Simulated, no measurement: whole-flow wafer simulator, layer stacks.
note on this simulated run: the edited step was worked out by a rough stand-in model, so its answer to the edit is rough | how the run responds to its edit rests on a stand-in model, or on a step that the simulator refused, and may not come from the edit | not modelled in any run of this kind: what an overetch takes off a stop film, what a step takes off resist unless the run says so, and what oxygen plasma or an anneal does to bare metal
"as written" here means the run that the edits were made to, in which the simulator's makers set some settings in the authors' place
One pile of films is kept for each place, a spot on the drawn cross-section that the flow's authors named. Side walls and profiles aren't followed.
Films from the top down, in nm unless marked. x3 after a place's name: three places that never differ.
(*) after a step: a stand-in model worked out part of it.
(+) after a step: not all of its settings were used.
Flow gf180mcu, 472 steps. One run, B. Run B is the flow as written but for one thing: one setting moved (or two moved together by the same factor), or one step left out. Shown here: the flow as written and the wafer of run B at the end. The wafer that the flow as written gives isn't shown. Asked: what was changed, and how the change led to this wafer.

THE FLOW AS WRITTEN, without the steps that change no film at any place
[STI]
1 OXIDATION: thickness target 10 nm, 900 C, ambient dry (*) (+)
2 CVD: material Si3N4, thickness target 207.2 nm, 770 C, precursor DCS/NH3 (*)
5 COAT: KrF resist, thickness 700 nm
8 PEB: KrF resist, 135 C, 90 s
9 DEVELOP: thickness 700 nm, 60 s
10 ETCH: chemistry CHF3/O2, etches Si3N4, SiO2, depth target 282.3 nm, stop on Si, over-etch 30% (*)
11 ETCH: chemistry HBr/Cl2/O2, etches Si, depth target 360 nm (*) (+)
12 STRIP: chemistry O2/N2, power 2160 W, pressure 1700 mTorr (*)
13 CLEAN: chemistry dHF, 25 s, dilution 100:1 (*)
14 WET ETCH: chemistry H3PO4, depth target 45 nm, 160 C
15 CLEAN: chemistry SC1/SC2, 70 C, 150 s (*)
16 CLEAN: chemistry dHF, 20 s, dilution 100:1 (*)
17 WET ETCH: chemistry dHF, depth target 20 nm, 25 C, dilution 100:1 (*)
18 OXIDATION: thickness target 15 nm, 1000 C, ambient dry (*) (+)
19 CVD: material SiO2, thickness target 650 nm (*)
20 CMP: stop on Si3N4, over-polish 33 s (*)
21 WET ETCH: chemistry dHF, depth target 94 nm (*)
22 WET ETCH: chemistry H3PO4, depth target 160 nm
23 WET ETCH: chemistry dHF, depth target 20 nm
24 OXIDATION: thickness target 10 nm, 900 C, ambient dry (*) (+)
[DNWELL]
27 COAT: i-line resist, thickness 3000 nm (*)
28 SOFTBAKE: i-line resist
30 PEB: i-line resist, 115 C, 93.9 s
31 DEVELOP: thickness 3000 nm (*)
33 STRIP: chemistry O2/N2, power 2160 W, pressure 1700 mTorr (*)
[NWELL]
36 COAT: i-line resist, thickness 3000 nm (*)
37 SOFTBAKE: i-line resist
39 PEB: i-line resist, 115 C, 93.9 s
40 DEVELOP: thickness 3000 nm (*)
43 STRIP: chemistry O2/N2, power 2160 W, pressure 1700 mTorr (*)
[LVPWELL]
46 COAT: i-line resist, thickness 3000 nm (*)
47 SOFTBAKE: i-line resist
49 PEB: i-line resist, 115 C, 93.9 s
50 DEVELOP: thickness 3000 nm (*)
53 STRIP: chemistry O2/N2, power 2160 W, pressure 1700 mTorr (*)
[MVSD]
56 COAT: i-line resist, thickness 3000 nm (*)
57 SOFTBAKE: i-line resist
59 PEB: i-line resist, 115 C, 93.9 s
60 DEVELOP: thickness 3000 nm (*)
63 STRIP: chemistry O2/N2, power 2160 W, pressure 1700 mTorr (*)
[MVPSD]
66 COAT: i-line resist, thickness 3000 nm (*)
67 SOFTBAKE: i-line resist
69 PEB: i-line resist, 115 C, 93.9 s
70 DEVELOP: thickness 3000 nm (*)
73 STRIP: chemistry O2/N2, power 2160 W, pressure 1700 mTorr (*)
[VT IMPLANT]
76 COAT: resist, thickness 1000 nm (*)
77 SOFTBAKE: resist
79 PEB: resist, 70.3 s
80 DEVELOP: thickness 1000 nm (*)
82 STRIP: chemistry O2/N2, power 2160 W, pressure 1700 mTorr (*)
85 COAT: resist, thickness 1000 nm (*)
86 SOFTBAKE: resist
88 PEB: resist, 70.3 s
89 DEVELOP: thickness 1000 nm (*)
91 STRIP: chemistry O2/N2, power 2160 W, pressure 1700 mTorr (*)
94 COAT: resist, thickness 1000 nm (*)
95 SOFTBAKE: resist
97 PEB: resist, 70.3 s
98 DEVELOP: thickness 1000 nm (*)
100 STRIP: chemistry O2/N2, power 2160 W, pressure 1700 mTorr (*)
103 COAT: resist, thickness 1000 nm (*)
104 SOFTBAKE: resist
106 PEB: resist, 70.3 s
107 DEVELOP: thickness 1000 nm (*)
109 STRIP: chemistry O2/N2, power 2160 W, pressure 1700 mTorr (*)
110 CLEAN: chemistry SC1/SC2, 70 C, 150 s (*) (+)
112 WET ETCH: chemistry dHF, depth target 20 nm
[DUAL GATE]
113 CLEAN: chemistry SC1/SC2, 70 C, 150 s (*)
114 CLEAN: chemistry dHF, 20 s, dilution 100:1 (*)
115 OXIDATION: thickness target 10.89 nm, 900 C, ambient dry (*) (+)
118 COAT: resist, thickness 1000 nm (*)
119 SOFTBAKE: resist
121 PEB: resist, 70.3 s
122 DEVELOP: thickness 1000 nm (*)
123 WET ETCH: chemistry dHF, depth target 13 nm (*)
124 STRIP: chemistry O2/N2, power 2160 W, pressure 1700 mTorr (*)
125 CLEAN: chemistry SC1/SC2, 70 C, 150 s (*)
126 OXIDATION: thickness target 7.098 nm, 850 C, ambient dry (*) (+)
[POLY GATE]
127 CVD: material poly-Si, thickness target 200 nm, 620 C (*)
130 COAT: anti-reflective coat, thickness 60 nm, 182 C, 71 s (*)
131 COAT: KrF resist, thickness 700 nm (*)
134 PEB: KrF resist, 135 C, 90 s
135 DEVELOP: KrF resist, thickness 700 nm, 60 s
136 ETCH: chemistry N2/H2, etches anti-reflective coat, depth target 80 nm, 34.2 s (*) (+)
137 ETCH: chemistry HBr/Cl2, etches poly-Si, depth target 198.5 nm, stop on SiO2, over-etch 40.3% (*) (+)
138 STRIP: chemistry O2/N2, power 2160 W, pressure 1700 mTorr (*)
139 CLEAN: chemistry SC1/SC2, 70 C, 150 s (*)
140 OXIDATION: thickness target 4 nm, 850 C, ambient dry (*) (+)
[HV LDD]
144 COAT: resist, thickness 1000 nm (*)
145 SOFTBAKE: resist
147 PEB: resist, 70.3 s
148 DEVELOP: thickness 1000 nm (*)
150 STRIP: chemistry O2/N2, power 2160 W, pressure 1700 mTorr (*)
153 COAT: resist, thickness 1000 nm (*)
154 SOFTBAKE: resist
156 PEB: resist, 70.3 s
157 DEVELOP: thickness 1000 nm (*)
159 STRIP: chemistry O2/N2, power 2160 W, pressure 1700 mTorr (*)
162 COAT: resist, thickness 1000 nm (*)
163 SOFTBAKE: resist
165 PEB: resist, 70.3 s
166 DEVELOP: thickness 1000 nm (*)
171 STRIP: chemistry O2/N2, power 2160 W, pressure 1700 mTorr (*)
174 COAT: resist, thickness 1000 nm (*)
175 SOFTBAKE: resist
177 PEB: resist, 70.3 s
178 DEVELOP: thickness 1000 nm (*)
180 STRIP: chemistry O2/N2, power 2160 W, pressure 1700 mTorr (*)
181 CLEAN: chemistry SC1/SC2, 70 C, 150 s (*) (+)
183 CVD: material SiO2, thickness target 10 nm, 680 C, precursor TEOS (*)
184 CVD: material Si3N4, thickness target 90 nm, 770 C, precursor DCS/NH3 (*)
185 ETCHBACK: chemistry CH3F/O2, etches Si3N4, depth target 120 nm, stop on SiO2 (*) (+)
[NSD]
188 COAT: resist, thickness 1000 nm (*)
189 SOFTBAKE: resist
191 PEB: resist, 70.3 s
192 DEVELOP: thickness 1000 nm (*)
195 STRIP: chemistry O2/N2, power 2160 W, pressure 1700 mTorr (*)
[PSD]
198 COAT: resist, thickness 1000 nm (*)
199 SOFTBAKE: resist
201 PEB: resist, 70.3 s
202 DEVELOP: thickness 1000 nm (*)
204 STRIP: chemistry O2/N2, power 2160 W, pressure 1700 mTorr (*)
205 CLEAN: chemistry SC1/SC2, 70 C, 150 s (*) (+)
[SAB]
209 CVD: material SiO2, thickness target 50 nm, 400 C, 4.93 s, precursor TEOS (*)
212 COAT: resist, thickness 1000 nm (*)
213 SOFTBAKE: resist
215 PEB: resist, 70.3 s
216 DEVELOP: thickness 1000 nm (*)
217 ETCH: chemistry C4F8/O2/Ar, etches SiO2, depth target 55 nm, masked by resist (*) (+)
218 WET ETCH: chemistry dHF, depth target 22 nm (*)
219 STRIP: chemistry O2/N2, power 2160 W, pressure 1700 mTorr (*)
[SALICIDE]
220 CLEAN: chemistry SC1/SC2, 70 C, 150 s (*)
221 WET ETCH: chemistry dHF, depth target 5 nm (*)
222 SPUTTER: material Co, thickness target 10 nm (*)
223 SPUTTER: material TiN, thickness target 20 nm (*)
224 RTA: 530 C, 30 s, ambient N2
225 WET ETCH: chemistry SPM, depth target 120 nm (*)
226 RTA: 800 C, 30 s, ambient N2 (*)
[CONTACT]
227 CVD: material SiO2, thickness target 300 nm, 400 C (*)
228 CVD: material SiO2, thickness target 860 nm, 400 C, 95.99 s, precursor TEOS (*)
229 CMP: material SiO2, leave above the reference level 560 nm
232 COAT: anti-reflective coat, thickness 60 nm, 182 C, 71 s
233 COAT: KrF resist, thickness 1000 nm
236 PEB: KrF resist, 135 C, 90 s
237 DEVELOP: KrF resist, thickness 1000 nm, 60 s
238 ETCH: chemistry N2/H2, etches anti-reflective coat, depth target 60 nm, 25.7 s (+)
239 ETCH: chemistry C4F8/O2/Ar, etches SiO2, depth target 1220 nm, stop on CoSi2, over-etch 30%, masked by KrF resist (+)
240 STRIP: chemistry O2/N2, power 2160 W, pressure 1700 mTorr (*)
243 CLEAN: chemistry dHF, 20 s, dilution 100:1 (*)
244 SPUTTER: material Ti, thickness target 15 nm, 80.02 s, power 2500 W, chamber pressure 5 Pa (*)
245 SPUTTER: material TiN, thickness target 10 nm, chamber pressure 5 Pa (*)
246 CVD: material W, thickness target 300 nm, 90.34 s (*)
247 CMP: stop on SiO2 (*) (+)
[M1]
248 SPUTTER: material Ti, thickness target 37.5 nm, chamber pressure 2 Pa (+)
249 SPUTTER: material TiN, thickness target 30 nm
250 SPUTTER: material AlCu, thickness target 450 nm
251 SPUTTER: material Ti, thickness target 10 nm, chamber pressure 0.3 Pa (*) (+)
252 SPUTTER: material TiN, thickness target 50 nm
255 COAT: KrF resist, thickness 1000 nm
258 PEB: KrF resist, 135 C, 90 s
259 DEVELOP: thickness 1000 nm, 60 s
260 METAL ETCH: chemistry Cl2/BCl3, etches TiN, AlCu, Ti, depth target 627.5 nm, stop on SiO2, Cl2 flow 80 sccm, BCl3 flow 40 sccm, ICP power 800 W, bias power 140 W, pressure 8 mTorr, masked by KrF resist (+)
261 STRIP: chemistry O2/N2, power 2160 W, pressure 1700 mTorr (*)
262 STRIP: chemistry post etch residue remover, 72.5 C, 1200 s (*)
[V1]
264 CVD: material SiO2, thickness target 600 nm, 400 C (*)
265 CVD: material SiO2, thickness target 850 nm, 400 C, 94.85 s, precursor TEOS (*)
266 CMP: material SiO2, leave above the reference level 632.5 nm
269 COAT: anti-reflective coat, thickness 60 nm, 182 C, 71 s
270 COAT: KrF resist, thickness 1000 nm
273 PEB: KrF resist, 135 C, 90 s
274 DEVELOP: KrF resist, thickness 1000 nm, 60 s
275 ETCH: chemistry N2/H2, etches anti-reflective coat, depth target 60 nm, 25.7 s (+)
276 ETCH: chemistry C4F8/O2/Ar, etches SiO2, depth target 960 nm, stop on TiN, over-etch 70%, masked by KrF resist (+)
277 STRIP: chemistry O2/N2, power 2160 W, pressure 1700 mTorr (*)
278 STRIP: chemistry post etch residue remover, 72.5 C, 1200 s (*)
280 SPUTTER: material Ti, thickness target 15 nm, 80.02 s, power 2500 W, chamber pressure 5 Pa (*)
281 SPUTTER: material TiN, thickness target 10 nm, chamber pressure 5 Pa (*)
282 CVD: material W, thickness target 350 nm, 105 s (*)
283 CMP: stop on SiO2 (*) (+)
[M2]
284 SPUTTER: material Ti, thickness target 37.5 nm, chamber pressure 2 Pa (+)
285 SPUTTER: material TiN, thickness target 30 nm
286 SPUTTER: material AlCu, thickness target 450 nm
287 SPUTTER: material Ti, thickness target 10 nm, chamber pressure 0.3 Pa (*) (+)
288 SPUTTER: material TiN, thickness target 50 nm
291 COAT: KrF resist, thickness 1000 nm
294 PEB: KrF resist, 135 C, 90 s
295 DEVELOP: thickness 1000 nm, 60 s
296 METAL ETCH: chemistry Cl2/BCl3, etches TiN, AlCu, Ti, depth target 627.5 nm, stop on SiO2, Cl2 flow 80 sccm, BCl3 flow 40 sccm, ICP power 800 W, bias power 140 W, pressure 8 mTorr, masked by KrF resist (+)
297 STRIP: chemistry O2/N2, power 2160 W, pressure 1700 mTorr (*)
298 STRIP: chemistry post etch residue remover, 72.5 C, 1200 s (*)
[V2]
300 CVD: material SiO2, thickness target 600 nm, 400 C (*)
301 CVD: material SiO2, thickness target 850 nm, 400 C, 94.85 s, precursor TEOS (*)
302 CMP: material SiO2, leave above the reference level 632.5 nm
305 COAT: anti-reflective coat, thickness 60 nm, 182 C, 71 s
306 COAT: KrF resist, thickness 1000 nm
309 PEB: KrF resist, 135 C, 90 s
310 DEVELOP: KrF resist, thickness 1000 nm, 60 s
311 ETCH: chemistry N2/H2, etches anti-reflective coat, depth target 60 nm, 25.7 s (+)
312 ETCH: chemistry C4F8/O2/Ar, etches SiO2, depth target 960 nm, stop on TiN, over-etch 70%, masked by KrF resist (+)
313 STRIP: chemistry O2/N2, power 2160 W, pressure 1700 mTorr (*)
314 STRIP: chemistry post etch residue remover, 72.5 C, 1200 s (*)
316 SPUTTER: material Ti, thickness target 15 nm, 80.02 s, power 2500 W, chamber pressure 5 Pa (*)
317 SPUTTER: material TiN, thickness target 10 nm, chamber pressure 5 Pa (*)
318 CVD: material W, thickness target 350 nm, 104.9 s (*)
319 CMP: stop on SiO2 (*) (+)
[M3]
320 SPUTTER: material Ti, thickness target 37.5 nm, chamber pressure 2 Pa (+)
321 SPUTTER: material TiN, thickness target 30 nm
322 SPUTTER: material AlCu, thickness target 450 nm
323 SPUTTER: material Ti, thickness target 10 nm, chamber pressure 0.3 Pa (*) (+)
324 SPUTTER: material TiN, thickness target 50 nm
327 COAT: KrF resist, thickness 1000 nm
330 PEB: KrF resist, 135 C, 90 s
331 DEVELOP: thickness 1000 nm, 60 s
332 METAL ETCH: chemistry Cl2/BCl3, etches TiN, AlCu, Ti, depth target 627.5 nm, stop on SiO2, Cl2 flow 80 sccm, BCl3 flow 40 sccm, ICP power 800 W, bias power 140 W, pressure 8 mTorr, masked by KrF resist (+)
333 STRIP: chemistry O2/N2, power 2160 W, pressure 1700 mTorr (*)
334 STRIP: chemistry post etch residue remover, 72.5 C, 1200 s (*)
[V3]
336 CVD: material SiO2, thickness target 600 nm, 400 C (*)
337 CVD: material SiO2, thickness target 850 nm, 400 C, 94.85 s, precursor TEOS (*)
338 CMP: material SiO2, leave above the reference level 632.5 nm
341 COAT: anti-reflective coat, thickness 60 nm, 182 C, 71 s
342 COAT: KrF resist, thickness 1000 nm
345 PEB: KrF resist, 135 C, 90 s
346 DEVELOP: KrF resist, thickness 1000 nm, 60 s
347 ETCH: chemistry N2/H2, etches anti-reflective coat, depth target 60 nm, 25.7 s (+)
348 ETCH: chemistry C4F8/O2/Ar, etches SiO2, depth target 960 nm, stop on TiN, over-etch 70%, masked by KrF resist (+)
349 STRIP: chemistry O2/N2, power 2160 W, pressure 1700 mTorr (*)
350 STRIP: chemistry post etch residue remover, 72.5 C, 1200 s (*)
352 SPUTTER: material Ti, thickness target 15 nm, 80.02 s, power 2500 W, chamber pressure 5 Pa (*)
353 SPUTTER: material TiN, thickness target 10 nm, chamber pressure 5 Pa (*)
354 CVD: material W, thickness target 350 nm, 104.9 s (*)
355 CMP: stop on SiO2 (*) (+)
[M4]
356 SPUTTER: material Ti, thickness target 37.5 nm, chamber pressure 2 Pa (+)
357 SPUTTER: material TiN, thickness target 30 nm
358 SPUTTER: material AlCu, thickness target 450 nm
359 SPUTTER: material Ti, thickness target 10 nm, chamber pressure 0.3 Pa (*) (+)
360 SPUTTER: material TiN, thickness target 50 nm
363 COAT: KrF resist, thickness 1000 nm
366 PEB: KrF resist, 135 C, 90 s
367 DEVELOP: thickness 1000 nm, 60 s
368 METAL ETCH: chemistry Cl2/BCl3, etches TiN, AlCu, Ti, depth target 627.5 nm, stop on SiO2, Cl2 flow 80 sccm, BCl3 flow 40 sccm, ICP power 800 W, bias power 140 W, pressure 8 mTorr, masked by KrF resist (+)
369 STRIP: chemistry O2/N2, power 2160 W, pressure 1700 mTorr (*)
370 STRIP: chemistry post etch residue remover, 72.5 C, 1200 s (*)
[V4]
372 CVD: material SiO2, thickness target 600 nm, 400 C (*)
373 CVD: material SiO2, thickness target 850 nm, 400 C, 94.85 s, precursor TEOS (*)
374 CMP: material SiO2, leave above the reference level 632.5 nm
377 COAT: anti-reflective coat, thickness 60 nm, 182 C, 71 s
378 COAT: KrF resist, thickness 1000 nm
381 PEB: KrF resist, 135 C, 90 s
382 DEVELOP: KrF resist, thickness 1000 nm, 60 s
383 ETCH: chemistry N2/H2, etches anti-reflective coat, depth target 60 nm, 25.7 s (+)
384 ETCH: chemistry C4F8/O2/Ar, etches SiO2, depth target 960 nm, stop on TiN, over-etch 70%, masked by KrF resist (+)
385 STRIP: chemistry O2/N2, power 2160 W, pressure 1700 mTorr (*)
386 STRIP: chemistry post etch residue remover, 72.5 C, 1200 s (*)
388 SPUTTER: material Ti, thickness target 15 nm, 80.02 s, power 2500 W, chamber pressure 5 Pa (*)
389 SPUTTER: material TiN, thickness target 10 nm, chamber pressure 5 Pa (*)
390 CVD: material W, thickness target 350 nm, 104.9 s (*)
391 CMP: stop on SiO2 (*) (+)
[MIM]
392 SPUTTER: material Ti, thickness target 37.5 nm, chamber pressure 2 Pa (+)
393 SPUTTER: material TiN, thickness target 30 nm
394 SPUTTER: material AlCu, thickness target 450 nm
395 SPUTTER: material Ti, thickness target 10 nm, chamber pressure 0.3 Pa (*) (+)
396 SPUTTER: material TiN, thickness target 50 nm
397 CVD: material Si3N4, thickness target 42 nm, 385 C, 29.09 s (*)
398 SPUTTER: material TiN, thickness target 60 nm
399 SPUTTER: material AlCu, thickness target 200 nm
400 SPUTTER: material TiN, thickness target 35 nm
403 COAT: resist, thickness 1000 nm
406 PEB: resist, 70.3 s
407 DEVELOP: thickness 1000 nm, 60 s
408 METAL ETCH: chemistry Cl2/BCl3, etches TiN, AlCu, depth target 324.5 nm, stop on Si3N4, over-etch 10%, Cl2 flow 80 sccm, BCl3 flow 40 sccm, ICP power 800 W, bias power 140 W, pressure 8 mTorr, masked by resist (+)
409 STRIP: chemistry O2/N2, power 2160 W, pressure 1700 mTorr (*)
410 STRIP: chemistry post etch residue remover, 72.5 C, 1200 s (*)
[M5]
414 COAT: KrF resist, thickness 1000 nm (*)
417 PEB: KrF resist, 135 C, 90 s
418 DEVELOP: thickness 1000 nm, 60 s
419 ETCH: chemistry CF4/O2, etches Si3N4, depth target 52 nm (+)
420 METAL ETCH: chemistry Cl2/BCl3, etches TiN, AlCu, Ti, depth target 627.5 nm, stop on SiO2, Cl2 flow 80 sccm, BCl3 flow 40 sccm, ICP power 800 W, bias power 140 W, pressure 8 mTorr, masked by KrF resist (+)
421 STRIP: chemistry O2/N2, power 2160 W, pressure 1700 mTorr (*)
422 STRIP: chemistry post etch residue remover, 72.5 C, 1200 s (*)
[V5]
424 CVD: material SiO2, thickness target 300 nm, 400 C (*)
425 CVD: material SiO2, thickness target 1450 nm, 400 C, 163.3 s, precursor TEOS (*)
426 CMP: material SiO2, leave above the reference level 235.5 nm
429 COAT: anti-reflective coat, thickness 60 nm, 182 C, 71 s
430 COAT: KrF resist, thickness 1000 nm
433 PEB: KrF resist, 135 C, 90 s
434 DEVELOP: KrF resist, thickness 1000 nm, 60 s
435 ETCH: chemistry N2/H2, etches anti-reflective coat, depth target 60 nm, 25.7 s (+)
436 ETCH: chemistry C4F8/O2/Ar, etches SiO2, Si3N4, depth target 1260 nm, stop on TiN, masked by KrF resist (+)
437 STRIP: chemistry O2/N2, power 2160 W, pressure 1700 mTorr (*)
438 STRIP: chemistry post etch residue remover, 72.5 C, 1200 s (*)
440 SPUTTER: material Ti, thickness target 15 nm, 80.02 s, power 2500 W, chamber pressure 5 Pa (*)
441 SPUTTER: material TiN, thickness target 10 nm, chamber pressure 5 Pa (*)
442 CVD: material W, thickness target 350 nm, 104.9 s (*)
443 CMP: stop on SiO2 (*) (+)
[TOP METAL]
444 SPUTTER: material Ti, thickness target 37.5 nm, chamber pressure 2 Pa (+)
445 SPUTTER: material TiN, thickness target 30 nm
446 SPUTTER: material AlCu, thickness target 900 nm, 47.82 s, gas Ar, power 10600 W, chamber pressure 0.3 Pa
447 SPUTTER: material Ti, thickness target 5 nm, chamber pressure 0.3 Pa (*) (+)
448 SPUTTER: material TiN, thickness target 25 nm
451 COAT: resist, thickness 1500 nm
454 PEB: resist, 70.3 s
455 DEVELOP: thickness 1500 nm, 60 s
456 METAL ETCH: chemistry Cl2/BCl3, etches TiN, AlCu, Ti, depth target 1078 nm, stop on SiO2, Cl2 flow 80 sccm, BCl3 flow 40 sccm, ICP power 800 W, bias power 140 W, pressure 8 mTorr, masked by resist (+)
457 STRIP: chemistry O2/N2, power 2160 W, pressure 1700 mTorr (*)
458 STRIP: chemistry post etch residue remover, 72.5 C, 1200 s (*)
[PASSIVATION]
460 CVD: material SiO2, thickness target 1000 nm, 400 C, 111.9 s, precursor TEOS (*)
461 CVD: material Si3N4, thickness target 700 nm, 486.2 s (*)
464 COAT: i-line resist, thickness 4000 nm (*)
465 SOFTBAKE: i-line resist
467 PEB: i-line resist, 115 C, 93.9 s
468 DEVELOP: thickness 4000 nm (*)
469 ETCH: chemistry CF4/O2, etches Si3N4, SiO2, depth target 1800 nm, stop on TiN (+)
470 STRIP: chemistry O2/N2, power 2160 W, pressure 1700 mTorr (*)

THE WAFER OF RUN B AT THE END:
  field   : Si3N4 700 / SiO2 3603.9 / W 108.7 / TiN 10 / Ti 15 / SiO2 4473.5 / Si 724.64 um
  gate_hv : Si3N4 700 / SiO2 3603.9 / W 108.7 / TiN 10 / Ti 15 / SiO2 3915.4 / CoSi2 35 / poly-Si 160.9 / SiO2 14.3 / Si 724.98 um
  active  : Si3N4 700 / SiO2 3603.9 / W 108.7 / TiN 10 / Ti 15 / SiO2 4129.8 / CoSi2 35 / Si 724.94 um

The cause: step 337, CVD: thickness target 374 nm was run, where the flow has thickness target 850 nm; step 337, CVD: 41.73 s was run, where the flow has 94.85 s.

How the change led to this, step by step:
  337 CVD: material SiO2, thickness target 850 nm, 400 C, 94.85 s, precursor TEOS (*)
      field, field__w1, field__w2 and 108 more: SiO2 +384 (as written it would be: SiO2 +850)
  338 CMP: material SiO2, leave above the reference level 632.5 nm
      field, field__w1, field__w2 and 103 more: nothing (as written it would be: SiO2 -300)
      field__w8, contact, m1, m1__w1, m1_nw: SiO2 -411.1 (as written it would be: SiO2 -877.1)
  341 COAT: anti-reflective coat, thickness 60 nm, 182 C, 71 s
      field: anti-reflective coat +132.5 (new film) (as written it would be: anti-reflective coat +60 (new film))
      field__w1: anti-reflective coat +89.2 (new film) (as written it would be: anti-reflective coat +60 (new film))
      (and at 20 more places)
  342 COAT: KrF resist, thickness 1000 nm
      field: KrF resist +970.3 (new film) (as written it would be: KrF resist +1000 (new film))
      field__w1: KrF resist +973.7 (new film) (as written it would be: KrF resist +1000 (new film))
      (and at 13 more places)
  345 PEB: KrF resist, 135 C, 90 s
      polyc_n, polyc_n_rim: KrF resist -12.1 (as written it would be: KrF resist -10.5)
      n_well: KrF resist -9.69 (as written it would be: KrF resist -10.5)
      (and at 7 more places)
  346 DEVELOP: KrF resist, thickness 1000 nm, 60 s
      contact: KrF resist -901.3 (all of it) (as written it would be: KrF resist -989.5 (all of it))
  347 ETCH: chemistry N2/H2, etches anti-reflective coat, depth target 60 nm, 25.7 s (+)
      contact: anti-reflective coat -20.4 (all of it), SiO2 -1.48 (as written it would be: anti-reflective coat -60 (all of it), SiO2 -0.46)
  349 STRIP: chemistry O2/N2, power 2160 W, pressure 1700 mTorr (*)
      field: KrF resist -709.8 (all of it), anti-reflective coat -132.5 (all of it) (as written it would be: KrF resist -739.2 (all of it), anti-reflective coat -60 (all of it))
      field__w1: KrF resist -713.2 (all of it), anti-reflective coat -89.2 (all of it) (as written it would be: KrF resist -739.2 (all of it), anti-reflective coat -60 (all of it))
      (and at 19 more places)
  352 SPUTTER: material Ti, thickness target 15 nm, 80.02 s, power 2500 W, chamber pressure 5 Pa (*)
      contact: Ti +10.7 (new film) (as written it would be: Ti +9.65 (new film))
  353 SPUTTER: material TiN, thickness target 10 nm, chamber pressure 5 Pa (*)
      contact: TiN +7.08 (new film) (as written it would be: TiN +6.4 (new film))
  354 CVD: material W, thickness target 350 nm, 104.9 s (*)
      contact: W +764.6 (new film) (as written it would be: W +932.3 (new film))
  355 CMP: stop on SiO2 (*) (+)
      field, field__w1, field__w2 and 103 more: W -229 (as written it would be: W -350 (all of it), TiN -10 (all of it), Ti -15 (all of it), SiO2 -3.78)
      field__w8, m1, m1__w1, m1_nw: W -350 (all of it), TiN -10 (all of it), Ti -15 (all of it), SiO2 -20 (as written it would be: W -350 (all of it), TiN -10 (all of it), Ti -15 (all of it), SiO2 -3.78)
      (and at 1 more place)
  368 METAL ETCH: chemistry Cl2/BCl3, etches TiN, AlCu, Ti, depth target 627.5 nm, stop on SiO2, Cl2 flow 80 sccm, BCl3 flow 40 sccm, ICP power 800 W, bias power 140 W, pressure 8 mTorr, masked by KrF resist (+)
      field, field__w1, field__w2 and 103 more: TiN -50 (all of it), Ti -10 (all of it), AlCu -450 (all of it), TiN -30 (all of it), Ti -37.5 (all of it), W -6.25 (as written it would be: TiN -50 (all of it), Ti -10 (all of it), AlCu -450 (all of it), TiN -30 (all of it), Ti -37.5 (all of it))
  370 STRIP: chemistry post etch residue remover, 72.5 C, 1200 s (*)
      field, field__w1, field__w2 and 103 more: W -6.01 (as written it would be: nothing)
  372 CVD: material SiO2, thickness target 600 nm, 400 C (*)
      field, field__w1, field__w2 and 103 more: SiO2 +600 (new film) (as written it would be: SiO2 +600)
  374 CMP: material SiO2, leave above the reference level 632.5 nm
      field, field__w1, field__w2 and 103 more: SiO2 -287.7 (as written it would be: SiO2 -300)
Counting metal films that touch as one body, field has 1 body; the flow as written gives 0 bodies.
Counting metal films that touch as one body, gate_hv has 2 bodies (between them, from the top down: SiO2 3915.4); the flow as written gives 1 body.
Counting metal films that touch as one body, active has 2 bodies (between them, from the top down: SiO2 4129.8); the flow as written gives 1 body.
